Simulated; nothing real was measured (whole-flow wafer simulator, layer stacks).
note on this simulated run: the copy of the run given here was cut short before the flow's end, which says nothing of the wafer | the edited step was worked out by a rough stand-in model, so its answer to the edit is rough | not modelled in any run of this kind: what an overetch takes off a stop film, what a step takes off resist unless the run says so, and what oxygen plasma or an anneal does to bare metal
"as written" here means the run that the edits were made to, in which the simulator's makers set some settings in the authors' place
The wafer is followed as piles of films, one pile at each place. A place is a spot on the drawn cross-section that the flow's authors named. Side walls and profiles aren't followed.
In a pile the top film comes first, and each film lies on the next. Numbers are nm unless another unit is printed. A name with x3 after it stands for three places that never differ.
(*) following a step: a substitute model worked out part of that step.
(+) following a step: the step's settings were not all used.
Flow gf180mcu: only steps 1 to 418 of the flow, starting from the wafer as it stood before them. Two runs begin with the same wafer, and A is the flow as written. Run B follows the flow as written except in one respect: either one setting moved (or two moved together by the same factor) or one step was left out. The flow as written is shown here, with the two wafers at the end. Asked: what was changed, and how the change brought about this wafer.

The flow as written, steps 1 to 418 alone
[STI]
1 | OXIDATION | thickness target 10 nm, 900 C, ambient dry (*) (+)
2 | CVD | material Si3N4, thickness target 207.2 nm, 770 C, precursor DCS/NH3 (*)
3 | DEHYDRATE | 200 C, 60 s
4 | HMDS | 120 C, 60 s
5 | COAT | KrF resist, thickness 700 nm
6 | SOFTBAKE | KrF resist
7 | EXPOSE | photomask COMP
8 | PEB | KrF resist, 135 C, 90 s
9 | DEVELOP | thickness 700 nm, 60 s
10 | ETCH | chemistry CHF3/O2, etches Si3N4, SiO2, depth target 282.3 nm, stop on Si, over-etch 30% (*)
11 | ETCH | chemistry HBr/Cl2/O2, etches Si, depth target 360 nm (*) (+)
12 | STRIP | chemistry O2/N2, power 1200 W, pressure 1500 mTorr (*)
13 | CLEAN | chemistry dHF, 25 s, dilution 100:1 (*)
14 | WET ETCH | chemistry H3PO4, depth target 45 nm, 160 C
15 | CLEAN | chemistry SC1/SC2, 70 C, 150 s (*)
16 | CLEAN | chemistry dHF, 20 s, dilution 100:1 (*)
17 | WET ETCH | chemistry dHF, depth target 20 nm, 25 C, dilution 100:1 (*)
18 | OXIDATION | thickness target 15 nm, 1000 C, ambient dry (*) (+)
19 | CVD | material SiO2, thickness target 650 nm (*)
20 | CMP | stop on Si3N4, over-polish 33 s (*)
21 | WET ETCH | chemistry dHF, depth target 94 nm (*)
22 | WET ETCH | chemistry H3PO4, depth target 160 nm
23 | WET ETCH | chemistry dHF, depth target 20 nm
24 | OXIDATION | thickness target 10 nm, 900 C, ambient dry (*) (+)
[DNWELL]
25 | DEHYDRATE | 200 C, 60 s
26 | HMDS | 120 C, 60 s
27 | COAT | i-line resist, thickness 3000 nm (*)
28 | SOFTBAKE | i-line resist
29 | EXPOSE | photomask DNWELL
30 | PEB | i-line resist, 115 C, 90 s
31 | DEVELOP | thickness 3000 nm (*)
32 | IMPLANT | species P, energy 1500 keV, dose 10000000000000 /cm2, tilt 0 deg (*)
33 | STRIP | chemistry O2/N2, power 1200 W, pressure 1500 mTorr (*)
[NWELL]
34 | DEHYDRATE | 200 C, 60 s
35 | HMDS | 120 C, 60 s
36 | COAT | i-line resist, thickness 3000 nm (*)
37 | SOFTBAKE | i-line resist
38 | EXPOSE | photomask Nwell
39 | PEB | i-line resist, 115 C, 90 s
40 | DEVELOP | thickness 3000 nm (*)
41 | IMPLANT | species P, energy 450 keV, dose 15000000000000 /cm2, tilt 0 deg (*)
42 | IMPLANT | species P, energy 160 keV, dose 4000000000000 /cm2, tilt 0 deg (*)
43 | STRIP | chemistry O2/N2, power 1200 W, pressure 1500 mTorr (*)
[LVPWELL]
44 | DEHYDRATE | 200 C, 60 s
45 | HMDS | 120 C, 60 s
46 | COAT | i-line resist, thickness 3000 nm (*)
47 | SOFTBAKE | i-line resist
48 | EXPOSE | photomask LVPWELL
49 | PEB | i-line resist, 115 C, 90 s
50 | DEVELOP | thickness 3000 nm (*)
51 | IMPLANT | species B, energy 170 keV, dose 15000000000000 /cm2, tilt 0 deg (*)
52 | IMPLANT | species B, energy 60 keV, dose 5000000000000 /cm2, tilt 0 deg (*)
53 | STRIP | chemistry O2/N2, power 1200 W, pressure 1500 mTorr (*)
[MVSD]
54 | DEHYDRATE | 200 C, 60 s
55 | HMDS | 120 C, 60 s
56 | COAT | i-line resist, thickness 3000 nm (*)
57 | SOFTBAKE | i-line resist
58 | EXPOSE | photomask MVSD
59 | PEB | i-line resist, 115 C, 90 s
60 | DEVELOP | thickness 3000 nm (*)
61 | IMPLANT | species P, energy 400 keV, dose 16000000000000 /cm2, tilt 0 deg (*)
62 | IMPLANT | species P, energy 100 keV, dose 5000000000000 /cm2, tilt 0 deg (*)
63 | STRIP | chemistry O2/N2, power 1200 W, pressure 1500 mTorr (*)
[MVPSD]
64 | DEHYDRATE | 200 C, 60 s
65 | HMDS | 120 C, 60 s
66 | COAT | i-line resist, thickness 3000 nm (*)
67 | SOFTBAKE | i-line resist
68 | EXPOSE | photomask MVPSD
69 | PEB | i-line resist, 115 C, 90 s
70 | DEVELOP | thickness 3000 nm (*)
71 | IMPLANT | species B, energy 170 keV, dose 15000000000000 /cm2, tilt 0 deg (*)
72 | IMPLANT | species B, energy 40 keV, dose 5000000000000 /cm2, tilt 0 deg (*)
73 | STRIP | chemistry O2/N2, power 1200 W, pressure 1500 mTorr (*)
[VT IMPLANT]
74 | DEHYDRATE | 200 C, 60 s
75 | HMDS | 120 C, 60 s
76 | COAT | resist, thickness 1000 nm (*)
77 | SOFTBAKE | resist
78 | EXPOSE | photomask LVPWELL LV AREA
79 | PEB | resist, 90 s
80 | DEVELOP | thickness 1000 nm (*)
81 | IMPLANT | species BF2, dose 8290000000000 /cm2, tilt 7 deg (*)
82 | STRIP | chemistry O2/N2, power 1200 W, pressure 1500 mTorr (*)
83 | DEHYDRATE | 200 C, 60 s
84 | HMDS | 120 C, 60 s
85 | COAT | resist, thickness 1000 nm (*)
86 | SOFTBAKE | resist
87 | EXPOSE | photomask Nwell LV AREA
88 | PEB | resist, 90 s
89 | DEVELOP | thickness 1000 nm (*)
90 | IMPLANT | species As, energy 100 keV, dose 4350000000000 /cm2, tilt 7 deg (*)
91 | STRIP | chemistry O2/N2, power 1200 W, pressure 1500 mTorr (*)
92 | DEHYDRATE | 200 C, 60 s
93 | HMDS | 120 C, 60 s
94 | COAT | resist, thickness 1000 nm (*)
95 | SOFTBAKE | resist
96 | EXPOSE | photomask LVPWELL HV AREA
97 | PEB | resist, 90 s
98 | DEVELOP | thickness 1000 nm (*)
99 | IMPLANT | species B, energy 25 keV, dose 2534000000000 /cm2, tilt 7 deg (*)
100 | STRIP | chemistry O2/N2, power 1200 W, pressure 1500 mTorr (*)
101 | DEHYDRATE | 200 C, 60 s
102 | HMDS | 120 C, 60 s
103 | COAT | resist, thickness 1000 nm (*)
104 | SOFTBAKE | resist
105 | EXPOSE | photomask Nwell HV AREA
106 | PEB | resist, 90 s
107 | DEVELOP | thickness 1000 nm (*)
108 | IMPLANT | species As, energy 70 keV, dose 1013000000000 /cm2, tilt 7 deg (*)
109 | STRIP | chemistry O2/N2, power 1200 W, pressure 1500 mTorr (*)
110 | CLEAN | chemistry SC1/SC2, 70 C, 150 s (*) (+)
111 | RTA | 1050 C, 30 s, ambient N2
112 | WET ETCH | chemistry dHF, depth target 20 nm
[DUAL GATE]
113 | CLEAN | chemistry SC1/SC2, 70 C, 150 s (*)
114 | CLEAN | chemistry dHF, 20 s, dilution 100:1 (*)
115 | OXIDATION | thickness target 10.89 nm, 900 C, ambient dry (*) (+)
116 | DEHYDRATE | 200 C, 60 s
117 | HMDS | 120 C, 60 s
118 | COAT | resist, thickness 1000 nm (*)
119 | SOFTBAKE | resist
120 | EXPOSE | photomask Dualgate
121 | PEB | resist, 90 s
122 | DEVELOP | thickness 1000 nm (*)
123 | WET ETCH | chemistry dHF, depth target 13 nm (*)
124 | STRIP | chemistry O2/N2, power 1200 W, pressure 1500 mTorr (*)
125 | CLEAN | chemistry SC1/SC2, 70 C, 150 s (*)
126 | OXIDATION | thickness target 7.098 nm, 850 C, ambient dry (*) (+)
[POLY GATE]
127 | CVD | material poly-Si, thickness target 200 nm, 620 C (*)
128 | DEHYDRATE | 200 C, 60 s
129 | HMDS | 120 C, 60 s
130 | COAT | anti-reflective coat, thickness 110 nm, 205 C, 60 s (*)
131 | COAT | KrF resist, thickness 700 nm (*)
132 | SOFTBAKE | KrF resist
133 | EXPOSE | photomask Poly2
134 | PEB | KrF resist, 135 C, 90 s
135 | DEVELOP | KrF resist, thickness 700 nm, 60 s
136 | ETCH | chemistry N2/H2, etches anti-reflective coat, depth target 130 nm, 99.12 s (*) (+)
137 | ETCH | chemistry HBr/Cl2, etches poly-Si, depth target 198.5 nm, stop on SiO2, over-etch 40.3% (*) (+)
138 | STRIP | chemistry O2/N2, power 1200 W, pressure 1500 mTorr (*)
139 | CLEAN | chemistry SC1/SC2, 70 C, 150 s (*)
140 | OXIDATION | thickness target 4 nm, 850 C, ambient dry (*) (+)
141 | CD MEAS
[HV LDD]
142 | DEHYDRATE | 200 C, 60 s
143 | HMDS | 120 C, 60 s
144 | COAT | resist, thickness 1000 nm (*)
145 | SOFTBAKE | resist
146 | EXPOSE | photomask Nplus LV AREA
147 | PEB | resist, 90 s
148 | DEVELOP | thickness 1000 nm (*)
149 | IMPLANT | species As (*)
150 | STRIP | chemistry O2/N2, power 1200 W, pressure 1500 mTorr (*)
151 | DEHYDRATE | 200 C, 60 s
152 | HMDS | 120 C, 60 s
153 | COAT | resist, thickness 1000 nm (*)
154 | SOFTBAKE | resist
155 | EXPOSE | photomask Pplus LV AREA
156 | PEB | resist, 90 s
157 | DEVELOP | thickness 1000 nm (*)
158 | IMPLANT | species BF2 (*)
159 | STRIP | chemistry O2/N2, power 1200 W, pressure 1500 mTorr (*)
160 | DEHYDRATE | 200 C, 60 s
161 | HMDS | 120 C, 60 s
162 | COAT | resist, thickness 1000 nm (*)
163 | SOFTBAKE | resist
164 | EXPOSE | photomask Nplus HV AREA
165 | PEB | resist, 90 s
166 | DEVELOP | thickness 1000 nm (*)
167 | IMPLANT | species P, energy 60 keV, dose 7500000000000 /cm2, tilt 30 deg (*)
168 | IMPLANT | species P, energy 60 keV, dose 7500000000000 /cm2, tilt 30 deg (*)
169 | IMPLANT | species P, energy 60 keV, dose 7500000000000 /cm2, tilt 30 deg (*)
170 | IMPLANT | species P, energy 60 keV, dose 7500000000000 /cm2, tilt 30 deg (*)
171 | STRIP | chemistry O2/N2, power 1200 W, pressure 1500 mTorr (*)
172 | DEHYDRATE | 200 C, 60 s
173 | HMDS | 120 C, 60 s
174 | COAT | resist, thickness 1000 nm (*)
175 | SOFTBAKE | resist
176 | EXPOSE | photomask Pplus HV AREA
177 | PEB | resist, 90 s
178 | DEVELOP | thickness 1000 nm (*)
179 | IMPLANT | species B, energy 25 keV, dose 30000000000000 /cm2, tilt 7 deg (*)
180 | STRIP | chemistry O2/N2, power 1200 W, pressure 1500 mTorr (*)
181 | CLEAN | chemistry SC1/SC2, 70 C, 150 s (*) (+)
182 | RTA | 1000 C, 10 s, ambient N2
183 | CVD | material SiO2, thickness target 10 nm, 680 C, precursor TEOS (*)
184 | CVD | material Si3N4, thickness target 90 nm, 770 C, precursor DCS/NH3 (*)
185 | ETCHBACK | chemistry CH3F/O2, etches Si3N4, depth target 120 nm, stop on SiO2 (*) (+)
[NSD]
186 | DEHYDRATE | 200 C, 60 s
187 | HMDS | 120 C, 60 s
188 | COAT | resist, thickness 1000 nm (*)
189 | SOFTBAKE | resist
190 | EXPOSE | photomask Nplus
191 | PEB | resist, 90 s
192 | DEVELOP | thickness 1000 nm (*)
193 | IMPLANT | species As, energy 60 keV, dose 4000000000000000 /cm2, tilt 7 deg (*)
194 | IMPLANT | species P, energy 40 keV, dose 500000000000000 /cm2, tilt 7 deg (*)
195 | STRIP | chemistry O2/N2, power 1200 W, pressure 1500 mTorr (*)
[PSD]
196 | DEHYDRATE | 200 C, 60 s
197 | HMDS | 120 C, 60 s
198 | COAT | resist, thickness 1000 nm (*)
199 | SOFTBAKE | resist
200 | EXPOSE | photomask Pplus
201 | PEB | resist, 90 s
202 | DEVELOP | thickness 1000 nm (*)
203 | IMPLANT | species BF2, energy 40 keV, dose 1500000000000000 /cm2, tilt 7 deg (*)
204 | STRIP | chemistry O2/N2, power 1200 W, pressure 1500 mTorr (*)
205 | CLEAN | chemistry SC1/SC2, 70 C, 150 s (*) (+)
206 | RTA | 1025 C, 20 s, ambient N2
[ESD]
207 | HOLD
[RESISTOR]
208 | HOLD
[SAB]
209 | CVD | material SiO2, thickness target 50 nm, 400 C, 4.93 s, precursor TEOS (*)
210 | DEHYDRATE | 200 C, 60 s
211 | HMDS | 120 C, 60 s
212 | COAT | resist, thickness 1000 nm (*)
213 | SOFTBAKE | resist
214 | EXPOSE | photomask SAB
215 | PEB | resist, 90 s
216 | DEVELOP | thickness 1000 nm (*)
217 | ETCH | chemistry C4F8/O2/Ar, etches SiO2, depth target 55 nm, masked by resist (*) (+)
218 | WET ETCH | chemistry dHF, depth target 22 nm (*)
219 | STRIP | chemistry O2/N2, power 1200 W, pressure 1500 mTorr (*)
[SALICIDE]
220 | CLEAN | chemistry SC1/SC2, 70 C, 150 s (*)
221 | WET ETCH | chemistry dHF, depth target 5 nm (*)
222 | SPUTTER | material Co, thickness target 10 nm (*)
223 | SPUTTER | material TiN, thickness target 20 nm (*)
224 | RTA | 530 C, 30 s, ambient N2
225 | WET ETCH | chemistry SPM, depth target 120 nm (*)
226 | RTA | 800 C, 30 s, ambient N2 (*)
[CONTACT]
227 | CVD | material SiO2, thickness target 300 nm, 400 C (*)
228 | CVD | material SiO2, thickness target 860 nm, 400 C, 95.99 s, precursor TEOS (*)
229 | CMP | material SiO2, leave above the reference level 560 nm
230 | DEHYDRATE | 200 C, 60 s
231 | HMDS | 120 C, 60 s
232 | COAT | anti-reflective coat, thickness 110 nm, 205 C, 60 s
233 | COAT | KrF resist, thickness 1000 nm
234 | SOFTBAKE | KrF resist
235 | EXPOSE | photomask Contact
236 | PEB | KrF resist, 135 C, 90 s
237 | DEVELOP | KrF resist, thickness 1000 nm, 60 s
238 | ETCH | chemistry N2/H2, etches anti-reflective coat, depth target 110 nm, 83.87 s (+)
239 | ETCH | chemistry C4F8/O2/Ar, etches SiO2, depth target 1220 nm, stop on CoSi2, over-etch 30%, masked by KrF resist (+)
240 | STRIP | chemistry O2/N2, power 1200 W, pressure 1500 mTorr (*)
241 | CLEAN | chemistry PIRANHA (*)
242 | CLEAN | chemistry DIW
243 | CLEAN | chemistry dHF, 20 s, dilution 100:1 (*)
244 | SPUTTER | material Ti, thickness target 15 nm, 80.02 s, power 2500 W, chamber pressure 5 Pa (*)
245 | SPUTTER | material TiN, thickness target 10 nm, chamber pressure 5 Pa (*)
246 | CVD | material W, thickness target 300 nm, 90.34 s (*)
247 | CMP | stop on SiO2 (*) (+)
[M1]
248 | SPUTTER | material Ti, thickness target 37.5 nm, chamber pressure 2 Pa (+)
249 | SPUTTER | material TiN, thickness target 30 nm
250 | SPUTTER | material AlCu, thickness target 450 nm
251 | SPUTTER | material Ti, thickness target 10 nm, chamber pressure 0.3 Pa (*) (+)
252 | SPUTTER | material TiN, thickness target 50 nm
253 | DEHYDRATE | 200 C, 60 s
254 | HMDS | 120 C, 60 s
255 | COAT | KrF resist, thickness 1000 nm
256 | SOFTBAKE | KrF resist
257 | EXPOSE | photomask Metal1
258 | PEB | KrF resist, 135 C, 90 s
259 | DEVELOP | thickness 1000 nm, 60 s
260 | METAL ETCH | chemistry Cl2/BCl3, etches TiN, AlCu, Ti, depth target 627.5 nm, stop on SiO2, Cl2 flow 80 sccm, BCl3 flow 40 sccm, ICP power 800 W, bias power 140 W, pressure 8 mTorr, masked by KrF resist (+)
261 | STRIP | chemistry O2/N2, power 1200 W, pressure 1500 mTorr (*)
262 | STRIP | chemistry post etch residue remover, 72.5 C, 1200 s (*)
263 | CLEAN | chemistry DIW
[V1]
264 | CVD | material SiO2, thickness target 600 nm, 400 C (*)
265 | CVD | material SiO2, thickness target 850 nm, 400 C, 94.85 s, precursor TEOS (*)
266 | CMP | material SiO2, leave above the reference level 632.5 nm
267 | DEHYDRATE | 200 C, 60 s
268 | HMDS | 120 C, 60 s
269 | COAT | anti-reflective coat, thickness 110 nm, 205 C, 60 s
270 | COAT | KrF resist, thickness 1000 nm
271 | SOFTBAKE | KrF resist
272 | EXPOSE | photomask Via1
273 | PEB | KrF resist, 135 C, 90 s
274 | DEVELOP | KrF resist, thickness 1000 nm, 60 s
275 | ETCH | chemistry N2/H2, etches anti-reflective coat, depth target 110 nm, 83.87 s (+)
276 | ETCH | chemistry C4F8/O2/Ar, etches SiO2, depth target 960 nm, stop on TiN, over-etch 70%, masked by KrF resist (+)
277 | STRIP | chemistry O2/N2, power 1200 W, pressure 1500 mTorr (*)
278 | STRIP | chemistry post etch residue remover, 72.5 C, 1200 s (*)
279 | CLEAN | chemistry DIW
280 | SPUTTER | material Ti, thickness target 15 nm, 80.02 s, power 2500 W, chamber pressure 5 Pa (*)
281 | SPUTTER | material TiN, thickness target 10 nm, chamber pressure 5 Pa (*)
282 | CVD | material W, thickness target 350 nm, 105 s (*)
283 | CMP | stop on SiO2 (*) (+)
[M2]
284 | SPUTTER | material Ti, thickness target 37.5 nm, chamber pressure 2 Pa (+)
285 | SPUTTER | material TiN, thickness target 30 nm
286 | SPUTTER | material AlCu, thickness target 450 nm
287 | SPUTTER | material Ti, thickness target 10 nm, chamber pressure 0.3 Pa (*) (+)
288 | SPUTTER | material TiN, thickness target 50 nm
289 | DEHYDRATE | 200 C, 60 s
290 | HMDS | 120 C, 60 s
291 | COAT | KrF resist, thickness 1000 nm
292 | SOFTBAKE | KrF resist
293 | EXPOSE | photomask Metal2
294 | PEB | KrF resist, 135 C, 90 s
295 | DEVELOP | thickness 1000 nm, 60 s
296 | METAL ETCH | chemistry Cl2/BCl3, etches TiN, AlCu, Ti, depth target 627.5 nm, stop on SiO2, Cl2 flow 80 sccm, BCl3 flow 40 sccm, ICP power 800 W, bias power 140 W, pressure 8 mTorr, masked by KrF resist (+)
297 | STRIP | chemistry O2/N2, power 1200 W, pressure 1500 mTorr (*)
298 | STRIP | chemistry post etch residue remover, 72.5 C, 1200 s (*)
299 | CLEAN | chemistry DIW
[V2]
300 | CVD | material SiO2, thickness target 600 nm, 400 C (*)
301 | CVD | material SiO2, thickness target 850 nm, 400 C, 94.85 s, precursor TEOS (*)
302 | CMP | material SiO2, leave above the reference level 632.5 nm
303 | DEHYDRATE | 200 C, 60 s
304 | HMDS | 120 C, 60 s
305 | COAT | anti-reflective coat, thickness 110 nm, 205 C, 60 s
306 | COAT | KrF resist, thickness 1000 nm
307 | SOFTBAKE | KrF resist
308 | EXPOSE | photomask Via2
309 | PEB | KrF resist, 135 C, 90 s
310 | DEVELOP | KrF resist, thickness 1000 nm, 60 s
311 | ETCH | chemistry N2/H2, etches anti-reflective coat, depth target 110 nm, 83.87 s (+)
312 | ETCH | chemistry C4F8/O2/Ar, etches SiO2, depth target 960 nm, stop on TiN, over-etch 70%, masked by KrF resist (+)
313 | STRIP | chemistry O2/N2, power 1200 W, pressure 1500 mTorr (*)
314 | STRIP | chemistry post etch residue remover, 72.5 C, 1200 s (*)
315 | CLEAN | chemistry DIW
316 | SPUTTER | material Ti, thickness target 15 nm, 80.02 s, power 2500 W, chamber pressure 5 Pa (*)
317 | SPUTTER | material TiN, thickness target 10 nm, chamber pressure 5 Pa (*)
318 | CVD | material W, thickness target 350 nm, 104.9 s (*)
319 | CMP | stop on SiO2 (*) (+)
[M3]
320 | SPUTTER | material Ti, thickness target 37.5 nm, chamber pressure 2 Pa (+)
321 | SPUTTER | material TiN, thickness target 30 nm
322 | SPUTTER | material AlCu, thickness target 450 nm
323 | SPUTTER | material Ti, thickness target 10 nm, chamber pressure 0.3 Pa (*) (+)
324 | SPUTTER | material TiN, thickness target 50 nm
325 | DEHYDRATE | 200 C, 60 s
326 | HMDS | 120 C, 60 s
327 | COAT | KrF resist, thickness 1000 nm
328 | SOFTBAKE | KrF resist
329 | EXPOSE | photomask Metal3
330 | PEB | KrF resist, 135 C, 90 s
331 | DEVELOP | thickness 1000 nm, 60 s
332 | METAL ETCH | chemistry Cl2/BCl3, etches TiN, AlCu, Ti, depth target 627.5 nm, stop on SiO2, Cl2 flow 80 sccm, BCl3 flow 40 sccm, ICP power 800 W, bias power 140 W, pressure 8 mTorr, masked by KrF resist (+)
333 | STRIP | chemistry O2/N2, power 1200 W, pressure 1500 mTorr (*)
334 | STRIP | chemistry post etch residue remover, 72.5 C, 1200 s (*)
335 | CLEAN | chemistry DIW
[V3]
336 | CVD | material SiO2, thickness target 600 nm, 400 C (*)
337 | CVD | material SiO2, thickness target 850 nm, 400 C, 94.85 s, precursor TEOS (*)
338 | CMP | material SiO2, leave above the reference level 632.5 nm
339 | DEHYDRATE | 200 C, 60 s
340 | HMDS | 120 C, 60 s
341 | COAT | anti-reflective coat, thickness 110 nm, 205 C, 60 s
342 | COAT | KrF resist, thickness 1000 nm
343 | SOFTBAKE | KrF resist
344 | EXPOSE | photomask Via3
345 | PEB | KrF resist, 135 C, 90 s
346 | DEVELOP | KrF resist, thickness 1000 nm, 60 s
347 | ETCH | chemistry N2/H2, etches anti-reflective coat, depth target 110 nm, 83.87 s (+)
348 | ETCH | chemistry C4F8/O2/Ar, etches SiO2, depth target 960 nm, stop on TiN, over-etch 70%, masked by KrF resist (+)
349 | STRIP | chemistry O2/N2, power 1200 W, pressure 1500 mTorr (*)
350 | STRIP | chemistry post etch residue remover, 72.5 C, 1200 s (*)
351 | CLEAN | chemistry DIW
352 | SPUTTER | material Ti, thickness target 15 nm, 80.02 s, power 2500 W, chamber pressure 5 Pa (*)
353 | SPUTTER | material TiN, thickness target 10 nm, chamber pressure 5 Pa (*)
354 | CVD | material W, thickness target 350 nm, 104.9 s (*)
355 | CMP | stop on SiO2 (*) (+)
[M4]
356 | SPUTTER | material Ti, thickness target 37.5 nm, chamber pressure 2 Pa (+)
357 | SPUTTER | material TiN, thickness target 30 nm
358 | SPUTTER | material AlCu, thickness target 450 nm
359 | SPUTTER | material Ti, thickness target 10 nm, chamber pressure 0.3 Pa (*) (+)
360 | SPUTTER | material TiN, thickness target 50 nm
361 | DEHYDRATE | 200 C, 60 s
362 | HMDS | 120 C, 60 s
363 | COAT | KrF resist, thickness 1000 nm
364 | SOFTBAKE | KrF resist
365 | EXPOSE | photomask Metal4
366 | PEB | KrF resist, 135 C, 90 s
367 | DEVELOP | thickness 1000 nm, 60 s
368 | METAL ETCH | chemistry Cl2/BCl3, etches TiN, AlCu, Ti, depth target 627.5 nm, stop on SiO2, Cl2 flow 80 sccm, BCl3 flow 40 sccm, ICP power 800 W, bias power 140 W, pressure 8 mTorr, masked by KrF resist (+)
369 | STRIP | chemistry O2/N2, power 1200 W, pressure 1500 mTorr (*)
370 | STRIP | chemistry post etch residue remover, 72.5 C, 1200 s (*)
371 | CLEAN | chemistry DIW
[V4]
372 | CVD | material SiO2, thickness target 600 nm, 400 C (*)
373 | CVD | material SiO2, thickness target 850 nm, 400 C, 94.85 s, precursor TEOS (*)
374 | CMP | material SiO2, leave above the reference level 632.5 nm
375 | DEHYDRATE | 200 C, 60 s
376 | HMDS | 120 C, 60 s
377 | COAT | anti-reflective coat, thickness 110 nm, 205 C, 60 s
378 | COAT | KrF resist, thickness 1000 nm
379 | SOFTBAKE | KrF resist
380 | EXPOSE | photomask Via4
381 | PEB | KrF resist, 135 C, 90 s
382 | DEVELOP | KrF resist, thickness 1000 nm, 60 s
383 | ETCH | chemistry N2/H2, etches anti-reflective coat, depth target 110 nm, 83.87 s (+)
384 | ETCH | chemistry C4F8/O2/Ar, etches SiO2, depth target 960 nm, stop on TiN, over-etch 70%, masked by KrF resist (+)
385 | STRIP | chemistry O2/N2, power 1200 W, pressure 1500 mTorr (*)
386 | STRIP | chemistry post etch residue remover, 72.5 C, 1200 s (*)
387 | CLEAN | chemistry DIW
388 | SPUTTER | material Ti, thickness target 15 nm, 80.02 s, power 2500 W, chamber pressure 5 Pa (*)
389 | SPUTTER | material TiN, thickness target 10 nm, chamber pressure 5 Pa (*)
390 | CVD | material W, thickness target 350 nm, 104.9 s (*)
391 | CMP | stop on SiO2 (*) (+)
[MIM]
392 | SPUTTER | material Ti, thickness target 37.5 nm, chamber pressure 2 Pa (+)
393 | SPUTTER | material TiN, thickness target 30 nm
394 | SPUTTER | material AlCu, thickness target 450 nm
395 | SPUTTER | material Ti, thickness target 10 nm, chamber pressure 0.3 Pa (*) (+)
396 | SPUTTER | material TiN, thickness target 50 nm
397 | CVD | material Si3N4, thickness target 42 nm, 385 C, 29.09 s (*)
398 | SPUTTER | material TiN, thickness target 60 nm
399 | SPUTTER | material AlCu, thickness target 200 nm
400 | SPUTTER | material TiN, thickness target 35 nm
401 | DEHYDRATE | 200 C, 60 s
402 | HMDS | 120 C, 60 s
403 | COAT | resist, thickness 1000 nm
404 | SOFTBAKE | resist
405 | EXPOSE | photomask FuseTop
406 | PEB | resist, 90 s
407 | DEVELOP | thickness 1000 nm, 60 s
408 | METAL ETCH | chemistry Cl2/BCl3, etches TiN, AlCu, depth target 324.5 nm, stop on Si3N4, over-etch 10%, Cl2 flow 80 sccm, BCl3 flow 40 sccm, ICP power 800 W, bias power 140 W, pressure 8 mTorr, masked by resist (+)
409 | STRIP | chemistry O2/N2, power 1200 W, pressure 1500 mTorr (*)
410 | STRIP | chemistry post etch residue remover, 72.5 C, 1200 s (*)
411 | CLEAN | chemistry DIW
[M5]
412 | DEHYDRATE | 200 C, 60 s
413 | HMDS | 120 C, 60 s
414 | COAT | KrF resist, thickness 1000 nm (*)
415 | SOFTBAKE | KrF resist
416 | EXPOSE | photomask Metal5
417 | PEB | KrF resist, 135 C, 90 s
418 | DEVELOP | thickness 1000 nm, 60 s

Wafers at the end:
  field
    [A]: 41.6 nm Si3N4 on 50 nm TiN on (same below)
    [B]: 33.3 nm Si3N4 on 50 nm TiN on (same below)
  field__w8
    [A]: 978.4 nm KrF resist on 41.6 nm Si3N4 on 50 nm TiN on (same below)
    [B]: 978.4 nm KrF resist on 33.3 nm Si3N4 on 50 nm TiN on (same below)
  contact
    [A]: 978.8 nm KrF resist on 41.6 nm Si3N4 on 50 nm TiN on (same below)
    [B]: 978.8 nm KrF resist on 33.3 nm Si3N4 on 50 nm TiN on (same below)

The reason: step 397, CVD: 23.27 s was run, though the flow has 29.09 s.

The path from the change to this, step by step:
  397 | CVD | material Si3N4, thickness target 42 nm, 385 C, 29.09 s (*)
      field, field__w1, field__w2 and 108 more: A +42 Si3N4 (new film) | B +33.6 Si3N4 (new film)
